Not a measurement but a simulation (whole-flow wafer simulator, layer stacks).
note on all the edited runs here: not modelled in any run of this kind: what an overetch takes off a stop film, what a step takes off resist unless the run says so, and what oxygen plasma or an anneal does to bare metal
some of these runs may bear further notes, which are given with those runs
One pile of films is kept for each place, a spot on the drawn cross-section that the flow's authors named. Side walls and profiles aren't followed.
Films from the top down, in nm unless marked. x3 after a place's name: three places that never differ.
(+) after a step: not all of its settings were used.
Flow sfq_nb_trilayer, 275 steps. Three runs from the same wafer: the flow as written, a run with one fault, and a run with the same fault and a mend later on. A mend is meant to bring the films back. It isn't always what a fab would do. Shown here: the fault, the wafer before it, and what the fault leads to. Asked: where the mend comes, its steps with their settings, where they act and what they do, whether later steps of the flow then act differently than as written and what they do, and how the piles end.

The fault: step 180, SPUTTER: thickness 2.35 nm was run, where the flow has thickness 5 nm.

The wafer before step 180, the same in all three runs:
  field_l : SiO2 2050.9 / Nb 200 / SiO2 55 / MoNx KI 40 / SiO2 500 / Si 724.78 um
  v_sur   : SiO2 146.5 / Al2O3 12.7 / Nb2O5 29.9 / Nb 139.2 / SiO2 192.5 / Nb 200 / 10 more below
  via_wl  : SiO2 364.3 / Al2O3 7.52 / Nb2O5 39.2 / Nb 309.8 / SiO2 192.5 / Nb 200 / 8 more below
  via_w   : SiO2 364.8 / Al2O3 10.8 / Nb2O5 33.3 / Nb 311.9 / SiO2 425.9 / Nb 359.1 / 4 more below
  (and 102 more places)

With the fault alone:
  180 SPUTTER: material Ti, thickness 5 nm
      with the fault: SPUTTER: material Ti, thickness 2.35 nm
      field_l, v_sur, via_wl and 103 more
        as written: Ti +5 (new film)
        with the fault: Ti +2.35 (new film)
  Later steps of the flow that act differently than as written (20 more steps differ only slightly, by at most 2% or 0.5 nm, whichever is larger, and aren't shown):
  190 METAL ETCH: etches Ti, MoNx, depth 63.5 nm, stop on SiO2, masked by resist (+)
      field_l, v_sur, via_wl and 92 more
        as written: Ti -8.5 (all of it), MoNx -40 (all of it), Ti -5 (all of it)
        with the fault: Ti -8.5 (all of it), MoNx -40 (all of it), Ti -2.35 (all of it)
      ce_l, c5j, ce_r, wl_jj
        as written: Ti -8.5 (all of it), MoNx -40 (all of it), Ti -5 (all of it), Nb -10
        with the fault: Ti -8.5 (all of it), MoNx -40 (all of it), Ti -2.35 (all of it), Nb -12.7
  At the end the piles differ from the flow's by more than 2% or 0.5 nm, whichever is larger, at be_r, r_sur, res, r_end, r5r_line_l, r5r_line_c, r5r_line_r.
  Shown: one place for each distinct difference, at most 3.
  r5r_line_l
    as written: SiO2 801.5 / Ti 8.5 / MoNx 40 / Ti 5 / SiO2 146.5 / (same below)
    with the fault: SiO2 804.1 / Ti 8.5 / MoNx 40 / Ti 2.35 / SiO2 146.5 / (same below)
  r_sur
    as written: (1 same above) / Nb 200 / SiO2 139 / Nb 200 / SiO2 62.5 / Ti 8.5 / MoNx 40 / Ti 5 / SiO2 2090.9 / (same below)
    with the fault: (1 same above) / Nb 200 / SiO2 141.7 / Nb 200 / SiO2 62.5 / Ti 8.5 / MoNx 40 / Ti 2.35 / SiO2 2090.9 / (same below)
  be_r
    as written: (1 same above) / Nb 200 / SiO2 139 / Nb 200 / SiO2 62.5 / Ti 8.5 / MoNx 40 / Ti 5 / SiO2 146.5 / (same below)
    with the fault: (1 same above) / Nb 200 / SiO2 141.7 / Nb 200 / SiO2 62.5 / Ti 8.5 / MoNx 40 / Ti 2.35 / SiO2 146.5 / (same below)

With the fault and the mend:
  The mend comes after step 180.
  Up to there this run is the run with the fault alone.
  180a SPUTTER: material Ti, thickness 2.65 nm (the flow's step 180 once more, with other settings)
      field_l, v_sur, via_wl and 103 more
        Ti +2.65
  No later step of the flow acts differently than as written at any place that is followed.
  At the end the piles are the same as the flow's at every place that both follow.
